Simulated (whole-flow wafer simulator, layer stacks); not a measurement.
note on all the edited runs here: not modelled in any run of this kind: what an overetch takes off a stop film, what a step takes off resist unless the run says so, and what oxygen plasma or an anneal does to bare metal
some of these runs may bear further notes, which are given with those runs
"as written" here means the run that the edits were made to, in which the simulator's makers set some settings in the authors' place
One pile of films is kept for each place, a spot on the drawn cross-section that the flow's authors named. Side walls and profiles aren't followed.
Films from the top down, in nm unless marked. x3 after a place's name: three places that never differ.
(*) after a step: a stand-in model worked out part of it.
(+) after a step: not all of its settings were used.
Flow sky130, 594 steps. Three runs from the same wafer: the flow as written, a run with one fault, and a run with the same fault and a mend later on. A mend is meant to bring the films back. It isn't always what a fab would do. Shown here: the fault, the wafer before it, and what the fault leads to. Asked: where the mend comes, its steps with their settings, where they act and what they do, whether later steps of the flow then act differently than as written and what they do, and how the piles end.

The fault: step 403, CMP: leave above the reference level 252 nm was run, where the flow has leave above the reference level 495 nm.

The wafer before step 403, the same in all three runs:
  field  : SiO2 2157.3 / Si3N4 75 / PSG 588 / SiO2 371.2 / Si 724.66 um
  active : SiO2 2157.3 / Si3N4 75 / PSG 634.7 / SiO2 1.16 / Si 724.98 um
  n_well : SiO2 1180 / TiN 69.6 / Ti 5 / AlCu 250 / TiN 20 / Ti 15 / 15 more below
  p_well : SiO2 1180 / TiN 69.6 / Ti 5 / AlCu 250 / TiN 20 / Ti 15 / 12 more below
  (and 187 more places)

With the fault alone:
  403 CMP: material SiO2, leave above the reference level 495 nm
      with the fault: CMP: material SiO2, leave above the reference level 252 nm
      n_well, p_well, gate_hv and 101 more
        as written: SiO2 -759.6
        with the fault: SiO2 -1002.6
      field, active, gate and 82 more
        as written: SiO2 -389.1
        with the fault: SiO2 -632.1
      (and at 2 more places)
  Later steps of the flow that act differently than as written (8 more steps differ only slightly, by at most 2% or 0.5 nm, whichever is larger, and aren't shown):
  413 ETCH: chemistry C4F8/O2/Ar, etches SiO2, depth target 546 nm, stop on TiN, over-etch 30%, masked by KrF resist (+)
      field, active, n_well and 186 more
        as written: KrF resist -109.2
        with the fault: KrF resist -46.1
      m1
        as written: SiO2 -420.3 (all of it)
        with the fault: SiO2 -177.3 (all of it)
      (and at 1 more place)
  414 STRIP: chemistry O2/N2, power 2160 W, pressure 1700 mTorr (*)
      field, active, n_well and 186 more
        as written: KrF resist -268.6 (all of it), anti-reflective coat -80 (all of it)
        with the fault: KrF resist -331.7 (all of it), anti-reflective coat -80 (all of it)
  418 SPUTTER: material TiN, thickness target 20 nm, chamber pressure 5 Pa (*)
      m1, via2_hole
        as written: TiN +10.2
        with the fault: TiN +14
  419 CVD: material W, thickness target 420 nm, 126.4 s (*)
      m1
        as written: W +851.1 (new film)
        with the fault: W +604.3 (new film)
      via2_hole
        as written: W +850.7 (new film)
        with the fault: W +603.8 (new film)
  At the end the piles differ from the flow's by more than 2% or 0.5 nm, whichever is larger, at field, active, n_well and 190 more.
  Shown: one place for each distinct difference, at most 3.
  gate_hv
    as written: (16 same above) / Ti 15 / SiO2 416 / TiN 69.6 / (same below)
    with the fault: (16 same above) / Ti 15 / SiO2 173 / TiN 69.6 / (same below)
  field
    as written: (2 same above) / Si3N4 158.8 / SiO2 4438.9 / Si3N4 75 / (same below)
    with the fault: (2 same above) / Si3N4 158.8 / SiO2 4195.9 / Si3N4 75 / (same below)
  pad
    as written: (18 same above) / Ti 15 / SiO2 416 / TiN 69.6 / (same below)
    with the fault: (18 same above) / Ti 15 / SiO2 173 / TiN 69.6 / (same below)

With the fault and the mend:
  The mend comes after step 403.
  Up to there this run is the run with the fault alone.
  403a HDPCVD: thickness target 243 nm (*) (the flow's step 402 once more, with other settings)
      field, active, n_well and 188 more
        SiO2 +243
  No later step of the flow acts differently than as written, at any place that is followed, by more than 2% or 0.5 nm, whichever is larger.
  At the end the piles are the same as the flow's at every place that both follow.
